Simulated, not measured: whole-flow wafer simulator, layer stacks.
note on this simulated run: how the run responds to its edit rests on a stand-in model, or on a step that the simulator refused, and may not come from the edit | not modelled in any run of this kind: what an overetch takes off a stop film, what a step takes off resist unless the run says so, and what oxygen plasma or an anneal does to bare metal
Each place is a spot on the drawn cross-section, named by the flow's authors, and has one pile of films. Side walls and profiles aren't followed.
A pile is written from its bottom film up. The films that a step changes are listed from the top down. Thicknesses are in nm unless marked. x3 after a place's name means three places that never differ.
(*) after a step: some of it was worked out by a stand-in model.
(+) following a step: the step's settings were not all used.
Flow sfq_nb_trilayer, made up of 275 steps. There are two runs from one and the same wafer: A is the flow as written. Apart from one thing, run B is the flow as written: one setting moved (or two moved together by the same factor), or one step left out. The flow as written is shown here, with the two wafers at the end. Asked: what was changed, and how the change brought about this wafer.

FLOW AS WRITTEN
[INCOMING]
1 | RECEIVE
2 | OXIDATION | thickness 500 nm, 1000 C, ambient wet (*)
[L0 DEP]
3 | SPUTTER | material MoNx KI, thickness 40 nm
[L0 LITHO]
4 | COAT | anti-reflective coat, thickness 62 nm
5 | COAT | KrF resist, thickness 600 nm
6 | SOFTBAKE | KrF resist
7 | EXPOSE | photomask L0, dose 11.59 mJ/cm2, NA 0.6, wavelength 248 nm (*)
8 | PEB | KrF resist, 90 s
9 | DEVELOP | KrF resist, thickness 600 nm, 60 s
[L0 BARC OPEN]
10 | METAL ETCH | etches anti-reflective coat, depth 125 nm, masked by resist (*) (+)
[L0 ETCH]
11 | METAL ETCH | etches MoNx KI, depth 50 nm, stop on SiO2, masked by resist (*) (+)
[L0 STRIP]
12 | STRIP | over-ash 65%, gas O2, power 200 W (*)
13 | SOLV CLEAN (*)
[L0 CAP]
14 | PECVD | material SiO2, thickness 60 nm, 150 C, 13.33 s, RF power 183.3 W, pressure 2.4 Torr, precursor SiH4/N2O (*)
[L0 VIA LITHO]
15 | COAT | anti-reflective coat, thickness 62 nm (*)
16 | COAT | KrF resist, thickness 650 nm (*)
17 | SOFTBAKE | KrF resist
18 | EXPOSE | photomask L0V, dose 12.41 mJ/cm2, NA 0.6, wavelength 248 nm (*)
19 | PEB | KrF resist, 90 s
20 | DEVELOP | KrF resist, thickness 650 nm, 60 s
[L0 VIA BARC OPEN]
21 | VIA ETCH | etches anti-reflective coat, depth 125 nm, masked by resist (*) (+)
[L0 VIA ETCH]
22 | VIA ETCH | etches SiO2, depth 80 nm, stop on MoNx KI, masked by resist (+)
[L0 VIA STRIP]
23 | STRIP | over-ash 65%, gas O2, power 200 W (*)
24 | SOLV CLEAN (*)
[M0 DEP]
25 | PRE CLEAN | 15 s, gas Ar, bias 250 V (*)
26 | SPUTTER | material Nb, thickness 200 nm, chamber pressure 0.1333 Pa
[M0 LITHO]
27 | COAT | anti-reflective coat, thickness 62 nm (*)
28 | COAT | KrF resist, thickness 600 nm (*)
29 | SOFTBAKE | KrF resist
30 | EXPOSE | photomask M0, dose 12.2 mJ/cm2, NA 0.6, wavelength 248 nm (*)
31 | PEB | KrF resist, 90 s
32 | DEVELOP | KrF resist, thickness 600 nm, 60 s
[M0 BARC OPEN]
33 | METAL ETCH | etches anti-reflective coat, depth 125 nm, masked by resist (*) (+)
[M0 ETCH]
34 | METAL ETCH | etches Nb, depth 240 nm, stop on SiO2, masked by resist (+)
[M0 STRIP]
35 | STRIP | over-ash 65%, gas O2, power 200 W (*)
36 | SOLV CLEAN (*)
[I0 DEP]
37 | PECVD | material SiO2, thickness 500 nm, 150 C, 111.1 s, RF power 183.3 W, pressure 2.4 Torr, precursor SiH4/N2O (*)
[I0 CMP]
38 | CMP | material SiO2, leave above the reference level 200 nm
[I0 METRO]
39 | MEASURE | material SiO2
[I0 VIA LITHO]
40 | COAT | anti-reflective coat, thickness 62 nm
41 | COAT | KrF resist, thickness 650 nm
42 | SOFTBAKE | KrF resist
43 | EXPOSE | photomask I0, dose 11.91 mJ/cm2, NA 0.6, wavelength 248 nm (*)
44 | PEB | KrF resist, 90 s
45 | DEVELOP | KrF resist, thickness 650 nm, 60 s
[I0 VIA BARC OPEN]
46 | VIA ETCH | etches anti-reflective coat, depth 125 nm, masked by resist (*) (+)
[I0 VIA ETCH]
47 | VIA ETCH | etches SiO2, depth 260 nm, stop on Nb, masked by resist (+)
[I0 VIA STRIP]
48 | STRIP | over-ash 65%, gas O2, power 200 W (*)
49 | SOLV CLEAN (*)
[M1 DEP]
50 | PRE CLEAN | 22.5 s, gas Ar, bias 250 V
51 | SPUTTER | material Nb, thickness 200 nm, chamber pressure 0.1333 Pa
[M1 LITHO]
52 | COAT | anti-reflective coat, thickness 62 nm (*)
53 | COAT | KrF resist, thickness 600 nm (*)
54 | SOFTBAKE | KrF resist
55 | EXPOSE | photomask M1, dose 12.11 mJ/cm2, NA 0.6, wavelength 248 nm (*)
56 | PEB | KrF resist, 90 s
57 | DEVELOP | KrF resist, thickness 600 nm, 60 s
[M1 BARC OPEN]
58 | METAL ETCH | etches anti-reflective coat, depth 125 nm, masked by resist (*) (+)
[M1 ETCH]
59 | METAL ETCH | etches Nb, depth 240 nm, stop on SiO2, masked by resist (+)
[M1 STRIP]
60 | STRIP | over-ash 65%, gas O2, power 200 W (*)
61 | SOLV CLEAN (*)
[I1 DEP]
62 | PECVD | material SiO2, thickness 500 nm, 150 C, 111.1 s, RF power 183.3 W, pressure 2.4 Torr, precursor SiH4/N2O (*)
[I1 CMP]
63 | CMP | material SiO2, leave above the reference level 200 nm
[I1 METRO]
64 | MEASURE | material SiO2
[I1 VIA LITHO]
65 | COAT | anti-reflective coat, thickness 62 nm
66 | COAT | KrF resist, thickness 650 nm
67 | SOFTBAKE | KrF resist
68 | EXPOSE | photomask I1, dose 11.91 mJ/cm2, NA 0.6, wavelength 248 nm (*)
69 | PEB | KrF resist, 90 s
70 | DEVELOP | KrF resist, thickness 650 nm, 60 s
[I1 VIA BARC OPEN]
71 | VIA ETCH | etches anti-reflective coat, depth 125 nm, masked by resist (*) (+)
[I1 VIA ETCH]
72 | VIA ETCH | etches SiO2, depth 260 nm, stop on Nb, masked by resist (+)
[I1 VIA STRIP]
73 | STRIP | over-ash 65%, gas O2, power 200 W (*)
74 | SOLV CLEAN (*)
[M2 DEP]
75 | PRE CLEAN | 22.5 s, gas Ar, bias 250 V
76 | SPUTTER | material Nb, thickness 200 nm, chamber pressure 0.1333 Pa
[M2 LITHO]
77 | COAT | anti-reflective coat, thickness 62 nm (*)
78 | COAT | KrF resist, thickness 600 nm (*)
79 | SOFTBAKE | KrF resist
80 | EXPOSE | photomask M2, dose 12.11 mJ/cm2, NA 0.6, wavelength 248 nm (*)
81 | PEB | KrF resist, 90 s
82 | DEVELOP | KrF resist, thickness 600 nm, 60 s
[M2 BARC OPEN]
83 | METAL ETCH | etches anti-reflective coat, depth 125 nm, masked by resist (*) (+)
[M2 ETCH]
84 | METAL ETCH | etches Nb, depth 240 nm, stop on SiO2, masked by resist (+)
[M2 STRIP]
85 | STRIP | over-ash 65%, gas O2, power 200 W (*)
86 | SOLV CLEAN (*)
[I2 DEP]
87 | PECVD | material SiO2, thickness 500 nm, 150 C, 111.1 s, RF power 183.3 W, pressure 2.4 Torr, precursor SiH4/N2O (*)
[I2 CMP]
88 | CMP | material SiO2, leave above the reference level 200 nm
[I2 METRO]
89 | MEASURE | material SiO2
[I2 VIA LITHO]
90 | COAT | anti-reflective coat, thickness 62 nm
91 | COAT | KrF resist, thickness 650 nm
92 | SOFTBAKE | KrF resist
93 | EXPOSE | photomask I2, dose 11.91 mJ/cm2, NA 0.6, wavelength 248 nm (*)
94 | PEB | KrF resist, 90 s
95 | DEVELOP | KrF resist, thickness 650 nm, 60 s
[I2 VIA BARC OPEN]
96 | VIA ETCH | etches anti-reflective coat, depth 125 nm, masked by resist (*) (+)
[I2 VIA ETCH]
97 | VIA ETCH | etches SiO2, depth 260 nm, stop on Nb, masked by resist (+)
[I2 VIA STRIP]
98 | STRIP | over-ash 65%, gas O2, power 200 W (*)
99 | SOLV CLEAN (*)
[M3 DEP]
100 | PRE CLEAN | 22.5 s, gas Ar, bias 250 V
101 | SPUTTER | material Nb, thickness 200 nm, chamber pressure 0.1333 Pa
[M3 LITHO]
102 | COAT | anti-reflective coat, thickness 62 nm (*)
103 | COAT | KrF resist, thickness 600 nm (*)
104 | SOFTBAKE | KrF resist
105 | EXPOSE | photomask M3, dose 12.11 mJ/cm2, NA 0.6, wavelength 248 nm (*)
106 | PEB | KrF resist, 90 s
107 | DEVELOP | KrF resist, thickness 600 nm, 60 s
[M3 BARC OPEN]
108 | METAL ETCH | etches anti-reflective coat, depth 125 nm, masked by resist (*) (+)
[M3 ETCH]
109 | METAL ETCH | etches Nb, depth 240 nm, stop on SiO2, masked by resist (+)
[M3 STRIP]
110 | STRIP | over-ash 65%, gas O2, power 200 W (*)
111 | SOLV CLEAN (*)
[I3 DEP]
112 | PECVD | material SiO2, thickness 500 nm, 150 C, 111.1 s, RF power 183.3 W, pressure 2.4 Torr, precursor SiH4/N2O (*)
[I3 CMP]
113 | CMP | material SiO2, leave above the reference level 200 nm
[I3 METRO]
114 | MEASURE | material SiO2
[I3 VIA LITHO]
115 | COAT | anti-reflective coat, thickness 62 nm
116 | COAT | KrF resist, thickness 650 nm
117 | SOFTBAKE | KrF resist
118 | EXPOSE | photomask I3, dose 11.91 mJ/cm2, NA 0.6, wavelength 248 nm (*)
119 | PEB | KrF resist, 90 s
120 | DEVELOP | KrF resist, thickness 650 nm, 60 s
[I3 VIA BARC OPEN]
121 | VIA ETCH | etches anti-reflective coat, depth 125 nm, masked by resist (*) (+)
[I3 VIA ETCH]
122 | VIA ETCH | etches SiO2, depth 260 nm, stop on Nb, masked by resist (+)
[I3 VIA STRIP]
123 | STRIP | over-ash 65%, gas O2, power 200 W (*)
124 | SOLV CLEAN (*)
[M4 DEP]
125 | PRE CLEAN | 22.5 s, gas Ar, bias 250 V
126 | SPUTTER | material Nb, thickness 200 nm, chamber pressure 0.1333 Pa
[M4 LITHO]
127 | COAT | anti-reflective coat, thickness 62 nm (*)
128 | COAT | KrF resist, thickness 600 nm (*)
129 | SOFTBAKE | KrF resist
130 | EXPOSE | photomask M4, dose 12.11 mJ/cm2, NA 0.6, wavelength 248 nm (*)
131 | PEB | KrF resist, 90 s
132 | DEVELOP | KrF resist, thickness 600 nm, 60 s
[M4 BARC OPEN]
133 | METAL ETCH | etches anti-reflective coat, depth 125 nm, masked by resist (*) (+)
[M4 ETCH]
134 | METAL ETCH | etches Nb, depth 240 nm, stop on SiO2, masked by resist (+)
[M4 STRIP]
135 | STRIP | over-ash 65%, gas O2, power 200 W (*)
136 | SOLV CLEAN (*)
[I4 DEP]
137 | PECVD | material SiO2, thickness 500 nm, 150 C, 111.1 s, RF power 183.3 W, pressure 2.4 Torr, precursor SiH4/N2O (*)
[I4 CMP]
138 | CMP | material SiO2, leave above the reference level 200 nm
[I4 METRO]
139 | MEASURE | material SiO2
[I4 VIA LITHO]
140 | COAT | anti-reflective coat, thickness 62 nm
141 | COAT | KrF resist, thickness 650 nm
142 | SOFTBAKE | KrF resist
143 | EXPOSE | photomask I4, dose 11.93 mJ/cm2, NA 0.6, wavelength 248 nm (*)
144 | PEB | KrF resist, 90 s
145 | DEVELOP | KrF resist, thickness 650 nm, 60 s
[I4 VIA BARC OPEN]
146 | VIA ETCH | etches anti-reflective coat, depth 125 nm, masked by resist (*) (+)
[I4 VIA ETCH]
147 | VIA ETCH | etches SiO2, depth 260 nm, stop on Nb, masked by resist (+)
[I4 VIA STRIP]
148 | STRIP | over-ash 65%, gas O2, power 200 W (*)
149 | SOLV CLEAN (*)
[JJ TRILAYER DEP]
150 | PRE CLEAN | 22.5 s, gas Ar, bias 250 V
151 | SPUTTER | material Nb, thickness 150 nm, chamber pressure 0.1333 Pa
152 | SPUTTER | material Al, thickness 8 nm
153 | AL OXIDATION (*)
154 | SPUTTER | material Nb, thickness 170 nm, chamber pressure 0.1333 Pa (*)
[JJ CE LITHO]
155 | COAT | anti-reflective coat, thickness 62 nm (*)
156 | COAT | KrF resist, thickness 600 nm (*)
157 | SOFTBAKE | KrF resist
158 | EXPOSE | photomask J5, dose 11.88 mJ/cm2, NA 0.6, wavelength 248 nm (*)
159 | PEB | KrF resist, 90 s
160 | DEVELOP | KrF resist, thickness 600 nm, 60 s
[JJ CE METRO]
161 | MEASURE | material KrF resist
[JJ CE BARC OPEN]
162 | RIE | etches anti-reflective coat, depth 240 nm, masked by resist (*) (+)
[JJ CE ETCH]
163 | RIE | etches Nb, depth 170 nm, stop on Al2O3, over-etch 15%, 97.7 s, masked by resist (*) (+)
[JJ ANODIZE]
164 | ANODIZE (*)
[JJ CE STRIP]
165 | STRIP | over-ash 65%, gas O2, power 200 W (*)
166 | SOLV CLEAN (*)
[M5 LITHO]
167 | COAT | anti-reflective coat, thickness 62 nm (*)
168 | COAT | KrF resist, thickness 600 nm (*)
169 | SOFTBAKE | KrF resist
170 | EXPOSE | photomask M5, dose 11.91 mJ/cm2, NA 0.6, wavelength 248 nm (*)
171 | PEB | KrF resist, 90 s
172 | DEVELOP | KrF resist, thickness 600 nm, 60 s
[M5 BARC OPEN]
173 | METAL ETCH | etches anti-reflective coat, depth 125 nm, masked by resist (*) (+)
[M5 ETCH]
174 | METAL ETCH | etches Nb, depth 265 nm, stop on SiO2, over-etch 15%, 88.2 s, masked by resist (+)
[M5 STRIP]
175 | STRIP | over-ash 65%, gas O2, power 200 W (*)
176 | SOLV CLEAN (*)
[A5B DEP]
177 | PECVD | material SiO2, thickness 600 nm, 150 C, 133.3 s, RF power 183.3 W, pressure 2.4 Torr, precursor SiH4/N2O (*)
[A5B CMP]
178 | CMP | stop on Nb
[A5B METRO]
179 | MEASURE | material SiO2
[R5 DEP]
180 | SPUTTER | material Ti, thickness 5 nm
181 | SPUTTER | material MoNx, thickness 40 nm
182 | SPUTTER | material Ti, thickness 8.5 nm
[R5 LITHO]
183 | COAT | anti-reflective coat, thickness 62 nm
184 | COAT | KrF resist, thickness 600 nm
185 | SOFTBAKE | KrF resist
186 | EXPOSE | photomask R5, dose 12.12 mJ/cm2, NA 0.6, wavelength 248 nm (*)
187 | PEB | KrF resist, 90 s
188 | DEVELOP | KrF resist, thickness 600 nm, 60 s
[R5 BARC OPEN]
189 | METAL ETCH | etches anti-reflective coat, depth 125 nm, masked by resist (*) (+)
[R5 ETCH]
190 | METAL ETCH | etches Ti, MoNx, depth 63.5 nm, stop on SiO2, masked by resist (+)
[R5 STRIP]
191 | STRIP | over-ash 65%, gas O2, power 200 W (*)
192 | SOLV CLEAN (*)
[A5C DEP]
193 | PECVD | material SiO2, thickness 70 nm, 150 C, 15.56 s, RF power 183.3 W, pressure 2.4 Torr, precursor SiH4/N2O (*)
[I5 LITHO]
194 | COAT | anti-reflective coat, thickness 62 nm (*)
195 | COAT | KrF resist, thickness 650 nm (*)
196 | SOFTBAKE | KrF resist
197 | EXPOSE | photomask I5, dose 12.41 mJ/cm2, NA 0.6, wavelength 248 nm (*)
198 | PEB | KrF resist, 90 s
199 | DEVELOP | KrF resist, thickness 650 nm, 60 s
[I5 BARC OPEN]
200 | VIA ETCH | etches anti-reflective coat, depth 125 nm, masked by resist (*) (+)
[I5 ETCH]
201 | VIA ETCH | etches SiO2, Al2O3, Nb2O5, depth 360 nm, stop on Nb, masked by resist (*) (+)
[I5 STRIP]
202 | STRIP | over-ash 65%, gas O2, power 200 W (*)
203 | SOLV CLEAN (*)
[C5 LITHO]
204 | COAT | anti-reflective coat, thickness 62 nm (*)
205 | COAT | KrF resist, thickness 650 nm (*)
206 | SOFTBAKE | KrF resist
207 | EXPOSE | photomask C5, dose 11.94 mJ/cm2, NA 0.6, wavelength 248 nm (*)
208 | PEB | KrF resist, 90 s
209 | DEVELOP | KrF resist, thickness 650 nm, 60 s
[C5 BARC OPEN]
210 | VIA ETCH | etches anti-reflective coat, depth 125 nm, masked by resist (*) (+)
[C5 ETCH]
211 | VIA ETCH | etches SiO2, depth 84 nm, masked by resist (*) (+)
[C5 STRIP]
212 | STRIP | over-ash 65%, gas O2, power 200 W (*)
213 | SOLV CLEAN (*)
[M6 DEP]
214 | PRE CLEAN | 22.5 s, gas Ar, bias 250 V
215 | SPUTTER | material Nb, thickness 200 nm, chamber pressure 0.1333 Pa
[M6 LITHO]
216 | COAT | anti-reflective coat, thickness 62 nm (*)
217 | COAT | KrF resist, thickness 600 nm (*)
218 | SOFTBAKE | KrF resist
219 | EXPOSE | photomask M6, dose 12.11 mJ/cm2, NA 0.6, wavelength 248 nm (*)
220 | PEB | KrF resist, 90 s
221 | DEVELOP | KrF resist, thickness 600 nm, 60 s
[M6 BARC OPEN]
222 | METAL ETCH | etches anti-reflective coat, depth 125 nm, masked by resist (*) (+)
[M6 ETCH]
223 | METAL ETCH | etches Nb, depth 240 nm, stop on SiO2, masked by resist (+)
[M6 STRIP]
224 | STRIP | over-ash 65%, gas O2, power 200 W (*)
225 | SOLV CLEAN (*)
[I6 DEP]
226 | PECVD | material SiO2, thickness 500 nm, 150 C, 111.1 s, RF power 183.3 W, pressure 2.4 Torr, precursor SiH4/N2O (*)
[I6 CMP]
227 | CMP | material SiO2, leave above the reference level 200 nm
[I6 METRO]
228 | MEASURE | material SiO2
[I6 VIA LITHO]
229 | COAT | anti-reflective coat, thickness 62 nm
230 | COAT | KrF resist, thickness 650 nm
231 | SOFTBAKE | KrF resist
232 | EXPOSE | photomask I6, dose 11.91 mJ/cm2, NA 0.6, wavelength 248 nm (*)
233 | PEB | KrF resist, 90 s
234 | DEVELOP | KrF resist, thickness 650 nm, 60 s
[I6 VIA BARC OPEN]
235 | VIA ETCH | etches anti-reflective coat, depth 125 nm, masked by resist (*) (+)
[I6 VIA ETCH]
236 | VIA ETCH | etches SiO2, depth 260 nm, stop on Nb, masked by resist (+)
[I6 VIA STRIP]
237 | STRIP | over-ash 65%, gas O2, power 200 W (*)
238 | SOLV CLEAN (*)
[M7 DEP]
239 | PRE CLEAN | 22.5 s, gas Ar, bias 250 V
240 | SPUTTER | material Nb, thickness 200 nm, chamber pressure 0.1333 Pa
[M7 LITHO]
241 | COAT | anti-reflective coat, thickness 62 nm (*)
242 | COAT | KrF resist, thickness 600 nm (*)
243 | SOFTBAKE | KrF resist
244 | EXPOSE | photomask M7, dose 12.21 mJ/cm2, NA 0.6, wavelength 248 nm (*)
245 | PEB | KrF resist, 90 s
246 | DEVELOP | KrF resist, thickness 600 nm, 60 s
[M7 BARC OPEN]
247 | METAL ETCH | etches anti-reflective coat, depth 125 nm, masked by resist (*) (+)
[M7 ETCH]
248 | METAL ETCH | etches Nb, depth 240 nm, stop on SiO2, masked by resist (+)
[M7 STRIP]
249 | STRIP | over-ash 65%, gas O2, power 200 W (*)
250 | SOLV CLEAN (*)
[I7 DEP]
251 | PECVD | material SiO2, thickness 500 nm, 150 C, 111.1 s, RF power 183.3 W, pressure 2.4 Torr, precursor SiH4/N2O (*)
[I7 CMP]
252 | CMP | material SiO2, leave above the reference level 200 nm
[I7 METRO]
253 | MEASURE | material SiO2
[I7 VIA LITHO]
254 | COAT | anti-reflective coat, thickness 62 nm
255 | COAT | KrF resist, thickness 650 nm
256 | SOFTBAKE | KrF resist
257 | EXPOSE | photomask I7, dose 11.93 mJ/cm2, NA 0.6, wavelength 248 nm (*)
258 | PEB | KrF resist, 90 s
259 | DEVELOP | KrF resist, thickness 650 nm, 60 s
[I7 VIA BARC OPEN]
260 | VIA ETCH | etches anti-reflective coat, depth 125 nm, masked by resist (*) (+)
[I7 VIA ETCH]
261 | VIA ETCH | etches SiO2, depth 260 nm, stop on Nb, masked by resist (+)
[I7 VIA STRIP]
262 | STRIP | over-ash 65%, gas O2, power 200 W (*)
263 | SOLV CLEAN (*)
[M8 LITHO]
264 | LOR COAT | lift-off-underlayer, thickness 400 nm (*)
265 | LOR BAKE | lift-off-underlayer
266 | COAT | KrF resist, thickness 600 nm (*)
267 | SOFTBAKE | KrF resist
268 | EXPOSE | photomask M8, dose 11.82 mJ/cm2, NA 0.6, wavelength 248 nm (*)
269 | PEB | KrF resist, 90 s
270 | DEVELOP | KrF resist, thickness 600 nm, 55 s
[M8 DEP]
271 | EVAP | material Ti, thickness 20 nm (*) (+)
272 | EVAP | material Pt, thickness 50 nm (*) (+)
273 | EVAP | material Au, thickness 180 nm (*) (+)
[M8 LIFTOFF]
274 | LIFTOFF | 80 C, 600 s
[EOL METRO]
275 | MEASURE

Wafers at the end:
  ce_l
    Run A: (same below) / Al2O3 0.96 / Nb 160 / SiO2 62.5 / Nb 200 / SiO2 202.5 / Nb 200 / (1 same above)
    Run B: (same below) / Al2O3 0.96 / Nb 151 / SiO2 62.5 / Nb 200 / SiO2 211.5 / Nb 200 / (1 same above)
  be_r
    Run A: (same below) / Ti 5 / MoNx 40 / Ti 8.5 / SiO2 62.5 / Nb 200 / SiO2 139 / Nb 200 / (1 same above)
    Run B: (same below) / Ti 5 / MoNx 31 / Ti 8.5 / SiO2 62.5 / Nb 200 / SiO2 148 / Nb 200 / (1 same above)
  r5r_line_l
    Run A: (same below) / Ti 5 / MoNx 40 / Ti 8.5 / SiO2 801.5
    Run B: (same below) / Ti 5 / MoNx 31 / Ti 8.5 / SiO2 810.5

Cause: step 181, SPUTTER: thickness 31 nm was run, though the flow has thickness 40 nm.
The wafer itself shows it: be_r has MoNx 31, and step 181 as written asks for 40 nm.

The path from the change to this, step by step:
  181 | SPUTTER | material MoNx, thickness 40 nm
      field_l, v_sur, via_wl and 103 more: A +40 MoNx (new film) | B +31 MoNx (new film)
  190 | METAL ETCH | etches Ti, MoNx, depth 63.5 nm, stop on SiO2, masked by resist (+)
      field_l, v_sur, via_wl and 92 more: A -8.5 Ti (all of it), -40 MoNx (all of it), -5 Ti (all of it) | B -8.5 Ti (all of it), -31 MoNx (all of it), -5 Ti (all of it)
      ce_l, c5j, ce_r, wl_jj: A -8.5 Ti (all of it), -40 MoNx (all of it), -5 Ti (all of it), -10 Nb | B -8.5 Ti (all of it), -31 MoNx (all of it), -5 Ti (all of it), -19 Nb
  194 | COAT | anti-reflective coat, thickness 62 nm (*)
      wl_j_sl, wl_j_sr: A +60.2 anti-reflective coat (new film) | B +58.6 anti-reflective coat (new film)
      r5r_spacepad_l, r5r_spacepad_r: A +84.4 anti-reflective coat (new film) | B +80.5 anti-reflective coat (new film)
      (also at 12 further places)
  202 | STRIP | over-ash 65%, gas O2, power 200 W (*)
      wl_j_sl, wl_j_sr: A -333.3 KrF resist (all of it), -60.2 anti-reflective coat (all of it) | B -333.5 KrF resist (all of it), -58.6 anti-reflective coat (all of it)
      r5r_spacepad_l, r5r_spacepad_r: A -335.6 KrF resist (all of it), -84.4 anti-reflective coat (all of it) | B -335.3 KrF resist (all of it), -80.5 anti-reflective coat (all of it)
      (also at 12 further places)
  204 | COAT | anti-reflective coat, thickness 62 nm (*)
      wl_j_sl, wl_j_sr: A +60.2 anti-reflective coat (new film) | B +58.6 anti-reflective coat (new film)
      r5r_spacepad_l, r5r_spacepad_r: A +84.4 anti-reflective coat (new film) | B +80.5 anti-reflective coat (new film)
      (also at 12 further places)
  210 | VIA ETCH | etches anti-reflective coat, depth 125 nm, masked by resist (*) (+)
      c5j: A -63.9 anti-reflective coat (all of it), -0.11 SiO2 | B -66.4 anti-reflective coat (all of it), -0.1 SiO2
  212 | STRIP | over-ash 65%, gas O2, power 200 W (*)
      wl_j_sl, wl_j_sr: A -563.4 KrF resist (all of it), -60.2 anti-reflective coat (all of it) | B -562.9 KrF resist (all of it), -58.6 anti-reflective coat (all of it)
      r5r_spacepad_l, r5r_spacepad_r: A -565.8 KrF resist (all of it), -84.4 anti-reflective coat (all of it) | B -564.7 KrF resist (all of it), -80.5 anti-reflective coat (all of it)
      (also at 11 further places)
  216 | COAT | anti-reflective coat, thickness 62 nm (*)
      r5r_line_l, r5r_line_c, r5r_line_r: A +50 anti-reflective coat (new film) | B +51.5 anti-reflective coat (new film)
      wl_j_sl, wl_j_sr: A +60.2 anti-reflective coat (new film) | B +58.6 anti-reflective coat (new film)
      (also at 11 further places)
  222 | METAL ETCH | etches anti-reflective coat, depth 125 nm, masked by resist (*) (+)
      r5r_line_l, r5r_line_c, r5r_line_r: A -50 anti-reflective coat (all of it) | B -51.5 anti-reflective coat (all of it)
      r5r_spacepad_l, r5r_spacepad_r: A -85.7 anti-reflective coat (all of it) | B -81.4 anti-reflective coat (all of it)
      (also at 1 further place)
  224 | STRIP | over-ash 65%, gas O2, power 200 W (*)
      wl_j_sl, wl_j_sr: A -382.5 KrF resist (all of it), -60.2 anti-reflective coat (all of it) | B -382.6 KrF resist (all of it), -58.6 anti-reflective coat (all of it)
      jj_sur: A -378.5 KrF resist (all of it), -56.1 anti-reflective coat (all of it) | B -377.9 KrF resist (all of it), -54.5 anti-reflective coat (all of it)
      (also at 7 further places)
  226 | PECVD | material SiO2, thickness 500 nm, 150 C, 111.1 s, RF power 183.3 W, pressure 2.4 Torr, precursor SiH4/N2O (*)
      r5r_spacepad_l, r5r_spacepad_r: A +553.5 SiO2 | B +542 SiO2
  227 | CMP | material SiO2, leave above the reference level 200 nm
      ce_l, ce_r, wl_jj: A -290 SiO2 | B -281 SiO2
      be_r, r_sur, r_end: A -353.5 SiO2 | B -344.5 SiO2
      (also at 7 further places)
